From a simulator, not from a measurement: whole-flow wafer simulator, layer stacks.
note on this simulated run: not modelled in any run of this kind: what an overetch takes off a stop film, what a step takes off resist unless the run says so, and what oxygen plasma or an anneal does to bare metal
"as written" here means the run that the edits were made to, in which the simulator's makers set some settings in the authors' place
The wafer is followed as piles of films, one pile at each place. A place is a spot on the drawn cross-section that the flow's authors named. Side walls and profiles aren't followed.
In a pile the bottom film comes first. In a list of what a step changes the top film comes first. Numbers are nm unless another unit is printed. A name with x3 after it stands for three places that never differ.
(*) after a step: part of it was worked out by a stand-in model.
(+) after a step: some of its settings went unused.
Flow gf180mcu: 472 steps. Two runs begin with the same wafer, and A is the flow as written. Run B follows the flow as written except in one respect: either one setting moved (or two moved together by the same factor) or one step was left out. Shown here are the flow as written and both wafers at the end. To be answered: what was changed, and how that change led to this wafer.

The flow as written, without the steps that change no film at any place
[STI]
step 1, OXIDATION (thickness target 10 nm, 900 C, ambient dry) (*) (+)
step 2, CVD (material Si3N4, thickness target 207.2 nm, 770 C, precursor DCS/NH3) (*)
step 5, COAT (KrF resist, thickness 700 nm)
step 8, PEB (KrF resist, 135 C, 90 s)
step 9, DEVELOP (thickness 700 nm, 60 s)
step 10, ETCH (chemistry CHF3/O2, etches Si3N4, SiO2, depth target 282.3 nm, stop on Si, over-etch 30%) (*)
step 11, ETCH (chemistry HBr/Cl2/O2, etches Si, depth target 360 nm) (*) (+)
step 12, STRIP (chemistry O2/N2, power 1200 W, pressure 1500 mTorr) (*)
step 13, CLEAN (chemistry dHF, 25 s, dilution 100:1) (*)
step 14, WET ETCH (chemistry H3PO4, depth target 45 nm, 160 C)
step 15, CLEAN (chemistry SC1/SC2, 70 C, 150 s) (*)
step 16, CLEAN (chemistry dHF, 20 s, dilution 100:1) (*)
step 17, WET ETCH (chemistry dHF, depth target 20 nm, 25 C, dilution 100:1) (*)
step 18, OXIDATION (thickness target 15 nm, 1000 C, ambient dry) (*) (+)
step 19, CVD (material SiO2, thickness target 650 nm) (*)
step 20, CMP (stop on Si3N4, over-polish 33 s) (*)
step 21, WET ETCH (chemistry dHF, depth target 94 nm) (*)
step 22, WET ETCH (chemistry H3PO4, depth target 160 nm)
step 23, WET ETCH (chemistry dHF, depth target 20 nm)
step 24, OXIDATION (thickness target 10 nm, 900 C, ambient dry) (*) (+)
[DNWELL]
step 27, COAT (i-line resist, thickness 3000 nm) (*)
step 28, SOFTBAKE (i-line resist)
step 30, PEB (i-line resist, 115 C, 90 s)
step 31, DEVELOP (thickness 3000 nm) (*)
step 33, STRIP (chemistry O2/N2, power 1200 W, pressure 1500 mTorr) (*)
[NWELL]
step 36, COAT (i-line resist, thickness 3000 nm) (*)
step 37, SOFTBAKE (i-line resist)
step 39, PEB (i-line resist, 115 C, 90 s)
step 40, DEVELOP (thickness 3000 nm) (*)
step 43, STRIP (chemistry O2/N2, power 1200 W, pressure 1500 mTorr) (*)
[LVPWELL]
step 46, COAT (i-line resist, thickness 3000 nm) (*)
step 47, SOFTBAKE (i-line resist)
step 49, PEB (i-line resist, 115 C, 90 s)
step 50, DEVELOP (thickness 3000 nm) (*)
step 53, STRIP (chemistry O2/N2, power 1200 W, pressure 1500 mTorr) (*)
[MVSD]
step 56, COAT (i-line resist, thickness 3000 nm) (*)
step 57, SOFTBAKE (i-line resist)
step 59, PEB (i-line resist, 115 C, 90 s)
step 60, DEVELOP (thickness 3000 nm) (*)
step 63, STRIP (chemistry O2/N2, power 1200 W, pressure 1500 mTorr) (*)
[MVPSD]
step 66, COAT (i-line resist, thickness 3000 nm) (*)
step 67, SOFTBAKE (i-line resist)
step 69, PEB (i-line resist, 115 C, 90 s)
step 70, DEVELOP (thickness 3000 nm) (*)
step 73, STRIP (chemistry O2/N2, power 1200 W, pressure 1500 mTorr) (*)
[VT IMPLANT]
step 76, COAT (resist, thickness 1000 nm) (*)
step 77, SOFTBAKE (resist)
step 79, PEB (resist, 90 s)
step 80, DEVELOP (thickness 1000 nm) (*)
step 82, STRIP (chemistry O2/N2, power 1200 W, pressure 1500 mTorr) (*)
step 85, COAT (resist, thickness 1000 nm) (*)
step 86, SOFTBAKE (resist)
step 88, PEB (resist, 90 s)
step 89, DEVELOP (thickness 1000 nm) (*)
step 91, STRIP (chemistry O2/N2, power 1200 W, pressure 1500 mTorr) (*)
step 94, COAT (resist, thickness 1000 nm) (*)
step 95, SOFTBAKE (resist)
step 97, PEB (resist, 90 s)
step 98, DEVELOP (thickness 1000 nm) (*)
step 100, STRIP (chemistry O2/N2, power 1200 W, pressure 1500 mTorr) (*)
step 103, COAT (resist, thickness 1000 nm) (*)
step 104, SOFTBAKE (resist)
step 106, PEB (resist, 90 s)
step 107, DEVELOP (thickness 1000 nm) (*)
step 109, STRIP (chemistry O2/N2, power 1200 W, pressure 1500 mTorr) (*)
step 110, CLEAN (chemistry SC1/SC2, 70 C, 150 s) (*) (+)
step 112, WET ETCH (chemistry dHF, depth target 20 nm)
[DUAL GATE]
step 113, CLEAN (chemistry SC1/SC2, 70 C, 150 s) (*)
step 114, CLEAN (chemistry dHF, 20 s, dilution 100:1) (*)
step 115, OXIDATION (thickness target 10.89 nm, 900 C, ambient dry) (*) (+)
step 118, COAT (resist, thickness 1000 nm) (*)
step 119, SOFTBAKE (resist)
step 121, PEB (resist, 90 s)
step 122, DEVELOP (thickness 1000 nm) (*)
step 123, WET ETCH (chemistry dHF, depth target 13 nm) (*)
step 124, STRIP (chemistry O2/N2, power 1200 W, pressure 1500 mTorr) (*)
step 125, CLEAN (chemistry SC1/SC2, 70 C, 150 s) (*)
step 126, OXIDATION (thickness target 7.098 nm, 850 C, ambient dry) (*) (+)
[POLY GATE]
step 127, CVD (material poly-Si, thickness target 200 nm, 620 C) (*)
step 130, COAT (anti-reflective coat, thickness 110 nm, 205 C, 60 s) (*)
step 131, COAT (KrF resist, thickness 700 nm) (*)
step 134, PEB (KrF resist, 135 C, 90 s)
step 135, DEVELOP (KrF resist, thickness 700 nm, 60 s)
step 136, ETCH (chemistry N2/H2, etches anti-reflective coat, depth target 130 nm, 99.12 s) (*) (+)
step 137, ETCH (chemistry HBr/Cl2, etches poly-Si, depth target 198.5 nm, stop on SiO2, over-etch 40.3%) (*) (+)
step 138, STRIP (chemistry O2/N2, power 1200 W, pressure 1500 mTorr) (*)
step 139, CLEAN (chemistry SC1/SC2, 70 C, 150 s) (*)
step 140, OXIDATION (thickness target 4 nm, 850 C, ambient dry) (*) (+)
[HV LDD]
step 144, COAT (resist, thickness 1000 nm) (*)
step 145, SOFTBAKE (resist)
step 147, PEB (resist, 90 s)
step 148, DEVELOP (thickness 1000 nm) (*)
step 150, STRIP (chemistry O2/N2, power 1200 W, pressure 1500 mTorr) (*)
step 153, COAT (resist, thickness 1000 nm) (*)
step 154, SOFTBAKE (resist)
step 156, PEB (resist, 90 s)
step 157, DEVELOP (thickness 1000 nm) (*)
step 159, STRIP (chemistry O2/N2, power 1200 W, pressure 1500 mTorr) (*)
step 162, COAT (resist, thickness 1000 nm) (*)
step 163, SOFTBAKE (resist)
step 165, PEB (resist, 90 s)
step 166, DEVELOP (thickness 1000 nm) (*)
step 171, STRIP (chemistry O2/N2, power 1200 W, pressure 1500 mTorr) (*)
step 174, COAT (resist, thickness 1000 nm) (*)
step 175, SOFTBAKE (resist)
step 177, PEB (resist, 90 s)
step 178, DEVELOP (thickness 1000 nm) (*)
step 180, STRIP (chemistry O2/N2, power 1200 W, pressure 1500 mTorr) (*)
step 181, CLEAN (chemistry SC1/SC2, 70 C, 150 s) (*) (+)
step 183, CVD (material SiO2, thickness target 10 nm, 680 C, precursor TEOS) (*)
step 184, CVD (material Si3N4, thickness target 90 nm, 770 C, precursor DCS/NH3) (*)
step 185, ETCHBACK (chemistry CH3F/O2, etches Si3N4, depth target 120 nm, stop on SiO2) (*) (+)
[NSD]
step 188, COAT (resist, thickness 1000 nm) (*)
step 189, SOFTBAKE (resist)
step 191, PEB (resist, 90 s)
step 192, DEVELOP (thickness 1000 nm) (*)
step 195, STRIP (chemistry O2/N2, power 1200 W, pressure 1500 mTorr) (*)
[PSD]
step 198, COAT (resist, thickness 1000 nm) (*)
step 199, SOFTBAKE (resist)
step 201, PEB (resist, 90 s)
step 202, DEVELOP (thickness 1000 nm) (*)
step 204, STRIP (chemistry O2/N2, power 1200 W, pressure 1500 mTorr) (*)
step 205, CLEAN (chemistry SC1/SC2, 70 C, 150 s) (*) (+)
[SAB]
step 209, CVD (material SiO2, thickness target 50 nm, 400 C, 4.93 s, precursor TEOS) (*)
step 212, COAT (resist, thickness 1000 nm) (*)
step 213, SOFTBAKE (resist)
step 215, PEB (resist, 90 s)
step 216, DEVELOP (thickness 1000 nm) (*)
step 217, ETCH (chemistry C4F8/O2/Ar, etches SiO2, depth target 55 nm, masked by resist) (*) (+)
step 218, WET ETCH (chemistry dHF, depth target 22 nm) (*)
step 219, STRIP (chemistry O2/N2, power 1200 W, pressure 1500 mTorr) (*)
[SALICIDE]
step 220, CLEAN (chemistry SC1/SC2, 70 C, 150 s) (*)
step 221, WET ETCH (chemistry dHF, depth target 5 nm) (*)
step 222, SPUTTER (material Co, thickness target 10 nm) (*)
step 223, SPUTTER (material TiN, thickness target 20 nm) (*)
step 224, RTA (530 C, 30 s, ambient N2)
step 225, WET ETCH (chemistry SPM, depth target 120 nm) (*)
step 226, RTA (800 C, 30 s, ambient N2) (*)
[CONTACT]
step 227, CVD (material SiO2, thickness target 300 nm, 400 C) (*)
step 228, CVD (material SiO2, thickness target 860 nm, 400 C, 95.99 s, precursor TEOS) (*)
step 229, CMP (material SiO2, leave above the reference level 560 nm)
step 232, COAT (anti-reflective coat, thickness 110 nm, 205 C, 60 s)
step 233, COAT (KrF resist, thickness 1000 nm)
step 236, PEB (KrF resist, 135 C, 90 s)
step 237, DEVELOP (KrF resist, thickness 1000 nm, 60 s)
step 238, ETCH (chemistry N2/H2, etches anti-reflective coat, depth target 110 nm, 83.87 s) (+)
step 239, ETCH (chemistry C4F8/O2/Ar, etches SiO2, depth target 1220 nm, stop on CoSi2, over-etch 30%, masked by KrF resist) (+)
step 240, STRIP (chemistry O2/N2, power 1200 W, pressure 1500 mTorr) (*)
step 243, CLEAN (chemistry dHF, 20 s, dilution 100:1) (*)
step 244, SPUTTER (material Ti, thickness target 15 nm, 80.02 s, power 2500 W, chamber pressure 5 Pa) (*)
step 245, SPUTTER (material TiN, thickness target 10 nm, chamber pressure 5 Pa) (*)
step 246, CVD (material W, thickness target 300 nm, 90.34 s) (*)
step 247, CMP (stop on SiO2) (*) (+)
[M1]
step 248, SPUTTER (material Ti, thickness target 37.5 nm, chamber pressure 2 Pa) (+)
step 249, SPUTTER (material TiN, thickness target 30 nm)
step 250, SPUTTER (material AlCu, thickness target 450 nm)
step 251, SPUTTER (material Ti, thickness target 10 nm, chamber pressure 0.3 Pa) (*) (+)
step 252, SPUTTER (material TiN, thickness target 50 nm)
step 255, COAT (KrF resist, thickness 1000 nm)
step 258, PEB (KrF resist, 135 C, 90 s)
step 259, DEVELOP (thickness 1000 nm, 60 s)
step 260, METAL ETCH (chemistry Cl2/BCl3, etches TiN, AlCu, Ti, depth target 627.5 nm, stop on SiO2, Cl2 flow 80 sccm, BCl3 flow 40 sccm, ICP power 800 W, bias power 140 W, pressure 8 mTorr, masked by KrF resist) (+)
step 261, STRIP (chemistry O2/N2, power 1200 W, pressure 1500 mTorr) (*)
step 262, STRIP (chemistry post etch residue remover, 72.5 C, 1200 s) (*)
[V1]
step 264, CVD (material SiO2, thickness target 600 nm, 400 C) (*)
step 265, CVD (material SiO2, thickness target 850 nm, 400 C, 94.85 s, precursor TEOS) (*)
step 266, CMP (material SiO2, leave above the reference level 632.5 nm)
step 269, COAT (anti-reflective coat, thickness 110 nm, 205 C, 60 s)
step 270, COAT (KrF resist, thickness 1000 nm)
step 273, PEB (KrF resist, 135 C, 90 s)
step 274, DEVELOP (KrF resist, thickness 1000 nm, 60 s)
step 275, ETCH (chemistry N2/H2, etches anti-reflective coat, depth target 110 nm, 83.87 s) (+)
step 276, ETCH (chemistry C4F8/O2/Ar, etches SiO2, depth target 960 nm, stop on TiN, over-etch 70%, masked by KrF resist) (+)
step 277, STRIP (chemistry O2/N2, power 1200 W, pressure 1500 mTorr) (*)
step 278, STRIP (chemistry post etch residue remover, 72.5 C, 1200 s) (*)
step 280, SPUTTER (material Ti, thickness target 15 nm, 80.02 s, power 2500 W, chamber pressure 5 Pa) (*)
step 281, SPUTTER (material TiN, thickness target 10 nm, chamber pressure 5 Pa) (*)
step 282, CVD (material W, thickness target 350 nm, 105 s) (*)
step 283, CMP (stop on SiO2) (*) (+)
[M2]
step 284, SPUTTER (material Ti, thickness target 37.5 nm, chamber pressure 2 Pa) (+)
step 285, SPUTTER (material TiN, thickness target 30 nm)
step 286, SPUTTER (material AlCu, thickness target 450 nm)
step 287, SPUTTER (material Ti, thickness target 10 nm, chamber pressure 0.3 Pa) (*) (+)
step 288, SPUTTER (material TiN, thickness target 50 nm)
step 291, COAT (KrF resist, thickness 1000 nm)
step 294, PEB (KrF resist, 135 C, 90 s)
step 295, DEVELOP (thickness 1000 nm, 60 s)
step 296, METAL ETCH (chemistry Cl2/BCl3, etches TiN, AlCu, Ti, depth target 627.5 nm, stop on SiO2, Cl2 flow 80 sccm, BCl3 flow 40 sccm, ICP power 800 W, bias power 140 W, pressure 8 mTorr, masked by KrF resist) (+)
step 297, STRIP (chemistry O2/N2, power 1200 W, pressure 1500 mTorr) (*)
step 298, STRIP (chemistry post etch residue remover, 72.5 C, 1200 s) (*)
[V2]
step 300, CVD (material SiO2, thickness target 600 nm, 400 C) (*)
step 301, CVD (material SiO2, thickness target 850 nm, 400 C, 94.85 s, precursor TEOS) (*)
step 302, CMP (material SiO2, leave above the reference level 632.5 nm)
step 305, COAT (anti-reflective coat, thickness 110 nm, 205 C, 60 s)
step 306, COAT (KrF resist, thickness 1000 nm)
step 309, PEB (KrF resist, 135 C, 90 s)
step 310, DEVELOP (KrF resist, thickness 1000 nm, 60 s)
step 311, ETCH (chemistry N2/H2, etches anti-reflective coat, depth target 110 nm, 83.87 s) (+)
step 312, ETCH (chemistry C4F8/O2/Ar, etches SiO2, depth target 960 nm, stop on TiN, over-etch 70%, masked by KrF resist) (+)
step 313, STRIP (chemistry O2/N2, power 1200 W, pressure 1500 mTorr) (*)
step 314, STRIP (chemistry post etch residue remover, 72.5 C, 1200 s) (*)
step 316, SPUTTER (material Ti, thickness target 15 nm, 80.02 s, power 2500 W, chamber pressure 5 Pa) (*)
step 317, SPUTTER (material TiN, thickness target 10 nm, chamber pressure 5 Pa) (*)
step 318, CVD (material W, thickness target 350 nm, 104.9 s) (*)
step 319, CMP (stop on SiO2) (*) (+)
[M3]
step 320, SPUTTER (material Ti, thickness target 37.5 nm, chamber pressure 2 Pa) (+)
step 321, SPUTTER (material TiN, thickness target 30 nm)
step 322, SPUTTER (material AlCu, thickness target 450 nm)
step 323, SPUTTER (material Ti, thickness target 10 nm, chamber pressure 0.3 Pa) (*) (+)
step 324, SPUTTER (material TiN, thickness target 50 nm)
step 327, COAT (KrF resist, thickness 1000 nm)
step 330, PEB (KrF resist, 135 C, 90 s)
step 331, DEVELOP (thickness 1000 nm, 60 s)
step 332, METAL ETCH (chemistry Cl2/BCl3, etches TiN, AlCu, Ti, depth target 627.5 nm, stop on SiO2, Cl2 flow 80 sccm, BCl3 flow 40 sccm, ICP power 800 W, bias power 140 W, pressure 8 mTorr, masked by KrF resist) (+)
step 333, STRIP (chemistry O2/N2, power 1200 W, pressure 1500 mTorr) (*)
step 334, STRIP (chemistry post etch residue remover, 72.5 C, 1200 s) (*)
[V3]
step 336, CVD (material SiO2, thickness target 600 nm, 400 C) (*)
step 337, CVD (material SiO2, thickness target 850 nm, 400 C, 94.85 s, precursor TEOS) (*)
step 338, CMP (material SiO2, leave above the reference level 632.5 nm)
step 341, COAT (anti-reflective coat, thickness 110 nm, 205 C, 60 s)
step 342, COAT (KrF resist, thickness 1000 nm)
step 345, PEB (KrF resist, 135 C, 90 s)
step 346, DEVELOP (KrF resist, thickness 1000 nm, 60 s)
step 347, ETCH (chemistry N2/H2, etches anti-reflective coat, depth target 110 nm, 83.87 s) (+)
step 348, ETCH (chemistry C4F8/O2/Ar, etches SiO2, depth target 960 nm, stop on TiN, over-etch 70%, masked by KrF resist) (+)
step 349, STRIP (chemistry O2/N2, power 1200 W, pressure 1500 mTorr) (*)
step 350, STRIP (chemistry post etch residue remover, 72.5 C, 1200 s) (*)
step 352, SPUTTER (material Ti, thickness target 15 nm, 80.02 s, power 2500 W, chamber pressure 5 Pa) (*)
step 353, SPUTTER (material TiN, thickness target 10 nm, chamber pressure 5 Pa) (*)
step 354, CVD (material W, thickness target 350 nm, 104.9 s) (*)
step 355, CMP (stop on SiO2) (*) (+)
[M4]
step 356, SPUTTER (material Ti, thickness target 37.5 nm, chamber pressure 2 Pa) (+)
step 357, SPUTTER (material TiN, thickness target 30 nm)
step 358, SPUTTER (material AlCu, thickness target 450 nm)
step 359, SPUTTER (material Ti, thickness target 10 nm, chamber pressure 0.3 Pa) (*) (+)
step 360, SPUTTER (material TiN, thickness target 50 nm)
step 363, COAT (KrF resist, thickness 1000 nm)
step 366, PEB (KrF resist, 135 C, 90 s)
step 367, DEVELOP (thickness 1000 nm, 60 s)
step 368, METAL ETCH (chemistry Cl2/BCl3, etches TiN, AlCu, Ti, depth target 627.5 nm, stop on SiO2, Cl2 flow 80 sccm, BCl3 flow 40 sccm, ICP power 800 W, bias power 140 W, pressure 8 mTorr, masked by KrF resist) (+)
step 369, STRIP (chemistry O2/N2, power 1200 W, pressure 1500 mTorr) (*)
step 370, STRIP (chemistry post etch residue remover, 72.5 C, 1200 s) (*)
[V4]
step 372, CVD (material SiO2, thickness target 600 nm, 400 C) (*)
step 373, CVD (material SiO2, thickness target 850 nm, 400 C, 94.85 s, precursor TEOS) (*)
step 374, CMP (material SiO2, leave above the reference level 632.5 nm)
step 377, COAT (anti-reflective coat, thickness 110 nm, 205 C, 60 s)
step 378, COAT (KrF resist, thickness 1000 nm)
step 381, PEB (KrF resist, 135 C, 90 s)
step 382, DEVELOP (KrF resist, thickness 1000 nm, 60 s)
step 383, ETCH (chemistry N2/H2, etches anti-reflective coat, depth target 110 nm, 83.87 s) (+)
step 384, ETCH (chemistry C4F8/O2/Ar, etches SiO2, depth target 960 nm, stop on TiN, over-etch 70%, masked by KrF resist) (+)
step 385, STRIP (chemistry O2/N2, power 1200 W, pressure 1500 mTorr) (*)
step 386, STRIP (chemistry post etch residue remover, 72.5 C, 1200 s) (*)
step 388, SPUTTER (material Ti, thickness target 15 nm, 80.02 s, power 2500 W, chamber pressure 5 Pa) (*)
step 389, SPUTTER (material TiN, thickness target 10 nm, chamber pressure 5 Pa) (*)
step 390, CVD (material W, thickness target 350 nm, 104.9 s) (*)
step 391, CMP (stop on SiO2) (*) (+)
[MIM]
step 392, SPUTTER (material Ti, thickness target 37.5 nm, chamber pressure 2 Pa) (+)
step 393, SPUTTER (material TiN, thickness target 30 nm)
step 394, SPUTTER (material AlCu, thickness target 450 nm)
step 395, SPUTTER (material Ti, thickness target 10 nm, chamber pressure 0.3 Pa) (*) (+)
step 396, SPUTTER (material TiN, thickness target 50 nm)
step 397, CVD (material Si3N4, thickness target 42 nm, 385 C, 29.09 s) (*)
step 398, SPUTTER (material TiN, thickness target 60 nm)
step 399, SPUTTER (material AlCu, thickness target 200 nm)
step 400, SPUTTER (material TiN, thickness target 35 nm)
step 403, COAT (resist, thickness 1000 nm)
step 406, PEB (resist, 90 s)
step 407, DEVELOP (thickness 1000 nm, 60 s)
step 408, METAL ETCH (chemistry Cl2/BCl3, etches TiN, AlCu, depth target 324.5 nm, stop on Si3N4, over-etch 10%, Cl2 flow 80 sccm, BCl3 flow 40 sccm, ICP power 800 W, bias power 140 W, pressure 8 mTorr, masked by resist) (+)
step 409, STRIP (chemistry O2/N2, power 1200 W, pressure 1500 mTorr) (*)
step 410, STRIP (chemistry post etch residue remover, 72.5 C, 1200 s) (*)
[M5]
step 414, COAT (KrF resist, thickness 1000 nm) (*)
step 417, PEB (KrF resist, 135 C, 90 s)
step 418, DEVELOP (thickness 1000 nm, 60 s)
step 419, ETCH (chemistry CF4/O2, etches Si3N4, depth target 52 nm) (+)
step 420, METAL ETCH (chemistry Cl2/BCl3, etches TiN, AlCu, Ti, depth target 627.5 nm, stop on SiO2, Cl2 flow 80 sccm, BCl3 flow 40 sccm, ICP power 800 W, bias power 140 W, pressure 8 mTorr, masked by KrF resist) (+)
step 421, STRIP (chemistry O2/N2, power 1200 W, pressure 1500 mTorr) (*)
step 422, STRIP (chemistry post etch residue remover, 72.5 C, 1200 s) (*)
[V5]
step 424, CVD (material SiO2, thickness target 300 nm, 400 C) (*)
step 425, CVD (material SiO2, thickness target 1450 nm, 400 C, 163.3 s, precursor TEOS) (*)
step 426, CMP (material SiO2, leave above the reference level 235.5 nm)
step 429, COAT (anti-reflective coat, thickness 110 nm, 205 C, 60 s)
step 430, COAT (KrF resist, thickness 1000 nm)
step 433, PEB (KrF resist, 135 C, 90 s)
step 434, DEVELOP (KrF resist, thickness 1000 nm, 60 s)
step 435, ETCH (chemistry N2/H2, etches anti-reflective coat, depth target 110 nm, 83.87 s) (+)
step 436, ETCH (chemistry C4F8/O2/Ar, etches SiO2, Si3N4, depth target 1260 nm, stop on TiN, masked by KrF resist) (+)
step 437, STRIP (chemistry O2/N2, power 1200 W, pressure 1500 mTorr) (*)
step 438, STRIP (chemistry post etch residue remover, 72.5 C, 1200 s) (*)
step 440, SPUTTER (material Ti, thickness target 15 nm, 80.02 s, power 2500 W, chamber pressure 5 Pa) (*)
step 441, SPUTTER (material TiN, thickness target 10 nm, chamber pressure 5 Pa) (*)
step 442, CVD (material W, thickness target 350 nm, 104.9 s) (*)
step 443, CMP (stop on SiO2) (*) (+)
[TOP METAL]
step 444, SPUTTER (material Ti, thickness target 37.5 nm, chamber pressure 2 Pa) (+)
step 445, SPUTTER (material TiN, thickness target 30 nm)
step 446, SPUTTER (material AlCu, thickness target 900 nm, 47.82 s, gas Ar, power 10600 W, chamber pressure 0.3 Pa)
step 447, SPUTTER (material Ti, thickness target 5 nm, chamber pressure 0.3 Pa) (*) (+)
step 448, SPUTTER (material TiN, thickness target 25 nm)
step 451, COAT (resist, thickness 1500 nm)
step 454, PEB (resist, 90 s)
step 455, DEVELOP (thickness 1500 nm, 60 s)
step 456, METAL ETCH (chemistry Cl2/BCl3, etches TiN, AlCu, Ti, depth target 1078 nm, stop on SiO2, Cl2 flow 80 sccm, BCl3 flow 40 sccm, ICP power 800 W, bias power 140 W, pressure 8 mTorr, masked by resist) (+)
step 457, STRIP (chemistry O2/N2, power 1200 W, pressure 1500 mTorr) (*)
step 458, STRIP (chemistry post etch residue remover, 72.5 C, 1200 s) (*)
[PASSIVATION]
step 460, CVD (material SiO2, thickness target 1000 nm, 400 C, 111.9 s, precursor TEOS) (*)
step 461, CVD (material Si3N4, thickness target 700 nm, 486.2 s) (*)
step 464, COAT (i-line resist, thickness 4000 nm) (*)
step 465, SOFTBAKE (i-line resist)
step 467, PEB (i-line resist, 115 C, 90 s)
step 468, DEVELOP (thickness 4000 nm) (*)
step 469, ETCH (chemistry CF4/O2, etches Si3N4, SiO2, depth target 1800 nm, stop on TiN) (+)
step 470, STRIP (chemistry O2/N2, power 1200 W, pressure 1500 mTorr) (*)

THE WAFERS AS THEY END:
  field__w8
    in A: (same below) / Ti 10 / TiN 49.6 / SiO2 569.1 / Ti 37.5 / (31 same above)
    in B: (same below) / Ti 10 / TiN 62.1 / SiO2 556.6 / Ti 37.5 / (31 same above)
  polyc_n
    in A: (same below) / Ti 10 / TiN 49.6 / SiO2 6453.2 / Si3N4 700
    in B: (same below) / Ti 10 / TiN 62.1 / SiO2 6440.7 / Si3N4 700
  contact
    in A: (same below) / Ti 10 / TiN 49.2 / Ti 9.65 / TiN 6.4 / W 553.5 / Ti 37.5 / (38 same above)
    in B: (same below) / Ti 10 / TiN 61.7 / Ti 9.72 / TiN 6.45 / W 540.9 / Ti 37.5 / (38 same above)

Cause: step 252, SPUTTER: thickness target 62.5 nm was run, whereas the flow has thickness target 50 nm.

How this came from the change, step by step:
  step 252, SPUTTER (material TiN, thickness target 50 nm)
      field, field__w1, field__w2 and 108 more: A TiN gains 50 (new film) | B TiN gains 62.5 (new film)
  step 260, METAL ETCH (chemistry Cl2/BCl3, etches TiN, AlCu, Ti, depth target 627.5 nm, stop on SiO2, Cl2 flow 80 sccm, BCl3 flow 40 sccm, ICP power 800 W, bias power 140 W, pressure 8 mTorr, masked by KrF resist) (+)
      field, field__w1, field__w2 and 99 more: A TiN loses 50 (all of it), Ti loses 10 (all of it), AlCu loses 450 (all of it), TiN loses 30 (all of it), Ti loses 37.5 (all of it) | B TiN loses 62.5 (all of it), Ti loses 10 (all of it), AlCu loses 450 (all of it), TiN loses 30 (all of it), Ti loses 37.5 (all of it)
  step 276, ETCH (chemistry C4F8/O2/Ar, etches SiO2, depth target 960 nm, stop on TiN, over-etch 70%, masked by KrF resist) (+)
      contact: A SiO2 loses 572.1 (all of it) | B SiO2 loses 559.6 (all of it)
